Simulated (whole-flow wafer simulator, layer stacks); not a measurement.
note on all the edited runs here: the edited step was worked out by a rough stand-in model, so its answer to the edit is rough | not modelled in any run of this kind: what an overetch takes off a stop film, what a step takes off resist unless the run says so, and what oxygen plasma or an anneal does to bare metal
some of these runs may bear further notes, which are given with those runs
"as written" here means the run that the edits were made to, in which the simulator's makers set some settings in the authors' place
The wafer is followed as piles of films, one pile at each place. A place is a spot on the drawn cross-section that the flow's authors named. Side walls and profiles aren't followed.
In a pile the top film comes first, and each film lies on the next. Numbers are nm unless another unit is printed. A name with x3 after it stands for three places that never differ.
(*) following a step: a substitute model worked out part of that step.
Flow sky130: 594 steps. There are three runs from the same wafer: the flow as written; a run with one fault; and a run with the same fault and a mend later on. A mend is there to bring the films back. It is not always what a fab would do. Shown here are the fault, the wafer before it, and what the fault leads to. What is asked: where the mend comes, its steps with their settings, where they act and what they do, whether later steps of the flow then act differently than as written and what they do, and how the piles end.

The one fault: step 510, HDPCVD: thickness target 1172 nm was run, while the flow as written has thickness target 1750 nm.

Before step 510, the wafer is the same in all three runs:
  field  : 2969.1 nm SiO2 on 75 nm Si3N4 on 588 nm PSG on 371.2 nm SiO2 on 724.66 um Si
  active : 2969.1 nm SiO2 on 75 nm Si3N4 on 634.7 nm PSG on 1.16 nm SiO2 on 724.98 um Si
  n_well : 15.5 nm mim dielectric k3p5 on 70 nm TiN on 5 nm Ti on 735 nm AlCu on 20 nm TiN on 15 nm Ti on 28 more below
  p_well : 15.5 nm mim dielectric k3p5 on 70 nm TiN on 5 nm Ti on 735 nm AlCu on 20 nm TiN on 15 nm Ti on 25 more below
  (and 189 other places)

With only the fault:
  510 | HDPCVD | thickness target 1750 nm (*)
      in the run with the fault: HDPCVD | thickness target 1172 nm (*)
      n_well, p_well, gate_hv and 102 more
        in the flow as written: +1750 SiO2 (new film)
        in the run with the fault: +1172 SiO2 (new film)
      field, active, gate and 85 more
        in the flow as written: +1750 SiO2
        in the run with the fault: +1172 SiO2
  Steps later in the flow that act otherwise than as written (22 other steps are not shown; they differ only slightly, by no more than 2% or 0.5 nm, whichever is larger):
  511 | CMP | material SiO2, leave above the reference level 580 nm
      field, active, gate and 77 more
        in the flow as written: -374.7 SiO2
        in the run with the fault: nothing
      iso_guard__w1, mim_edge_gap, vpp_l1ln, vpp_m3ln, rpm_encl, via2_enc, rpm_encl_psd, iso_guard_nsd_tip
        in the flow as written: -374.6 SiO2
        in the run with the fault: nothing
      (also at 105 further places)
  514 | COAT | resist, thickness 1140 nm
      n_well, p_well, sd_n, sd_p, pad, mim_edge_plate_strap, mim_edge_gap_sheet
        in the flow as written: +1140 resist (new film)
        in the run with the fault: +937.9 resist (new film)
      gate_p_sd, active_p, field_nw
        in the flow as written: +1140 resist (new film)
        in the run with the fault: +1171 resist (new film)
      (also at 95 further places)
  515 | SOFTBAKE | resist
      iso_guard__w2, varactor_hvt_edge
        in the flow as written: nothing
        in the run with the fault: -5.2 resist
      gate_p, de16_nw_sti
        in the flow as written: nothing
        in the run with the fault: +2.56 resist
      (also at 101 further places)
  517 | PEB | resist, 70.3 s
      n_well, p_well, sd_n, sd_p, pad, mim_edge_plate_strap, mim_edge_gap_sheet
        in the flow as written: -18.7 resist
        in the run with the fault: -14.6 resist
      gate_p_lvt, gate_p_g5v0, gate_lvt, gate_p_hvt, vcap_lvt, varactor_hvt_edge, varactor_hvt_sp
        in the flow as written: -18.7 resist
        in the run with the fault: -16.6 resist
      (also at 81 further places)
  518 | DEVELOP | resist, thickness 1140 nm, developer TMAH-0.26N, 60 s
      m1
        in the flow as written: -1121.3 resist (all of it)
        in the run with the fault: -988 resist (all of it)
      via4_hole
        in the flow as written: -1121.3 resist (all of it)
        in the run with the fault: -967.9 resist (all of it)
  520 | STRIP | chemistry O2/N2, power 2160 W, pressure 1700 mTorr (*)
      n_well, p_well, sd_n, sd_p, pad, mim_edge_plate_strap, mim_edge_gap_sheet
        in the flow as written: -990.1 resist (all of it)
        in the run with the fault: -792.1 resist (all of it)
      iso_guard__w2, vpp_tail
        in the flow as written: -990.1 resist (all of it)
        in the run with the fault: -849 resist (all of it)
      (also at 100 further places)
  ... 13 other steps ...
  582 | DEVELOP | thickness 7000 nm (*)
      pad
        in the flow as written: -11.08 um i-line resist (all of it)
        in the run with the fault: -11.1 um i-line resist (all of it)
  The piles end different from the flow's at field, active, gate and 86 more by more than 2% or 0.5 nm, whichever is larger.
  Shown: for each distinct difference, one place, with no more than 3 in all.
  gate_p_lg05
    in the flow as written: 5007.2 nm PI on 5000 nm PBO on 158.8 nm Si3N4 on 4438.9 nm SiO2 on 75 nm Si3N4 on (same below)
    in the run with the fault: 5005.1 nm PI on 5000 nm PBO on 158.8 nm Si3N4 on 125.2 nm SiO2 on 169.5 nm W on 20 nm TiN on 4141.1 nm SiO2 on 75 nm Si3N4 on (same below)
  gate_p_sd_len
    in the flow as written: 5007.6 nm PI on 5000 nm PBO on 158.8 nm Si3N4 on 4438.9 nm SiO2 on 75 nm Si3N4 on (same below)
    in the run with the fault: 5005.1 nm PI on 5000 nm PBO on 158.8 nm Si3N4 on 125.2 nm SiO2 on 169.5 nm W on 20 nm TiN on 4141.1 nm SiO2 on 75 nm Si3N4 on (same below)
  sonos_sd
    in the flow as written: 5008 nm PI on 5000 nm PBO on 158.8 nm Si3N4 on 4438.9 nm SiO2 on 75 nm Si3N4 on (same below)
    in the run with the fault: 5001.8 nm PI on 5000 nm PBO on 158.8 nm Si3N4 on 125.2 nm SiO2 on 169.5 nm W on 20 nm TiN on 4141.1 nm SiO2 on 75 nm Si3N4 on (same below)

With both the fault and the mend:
  The mend follows step 510.
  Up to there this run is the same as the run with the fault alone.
  510a | HDPCVD | thickness target 578 nm (*) (a further turn of the flow's step 510, with different settings)
      field, active, n_well and 190 more
        +578 SiO2
  Every later step of the flow that is run acts as written at every place that is followed.
  At every place that both follow, the piles at the end match the flow's.
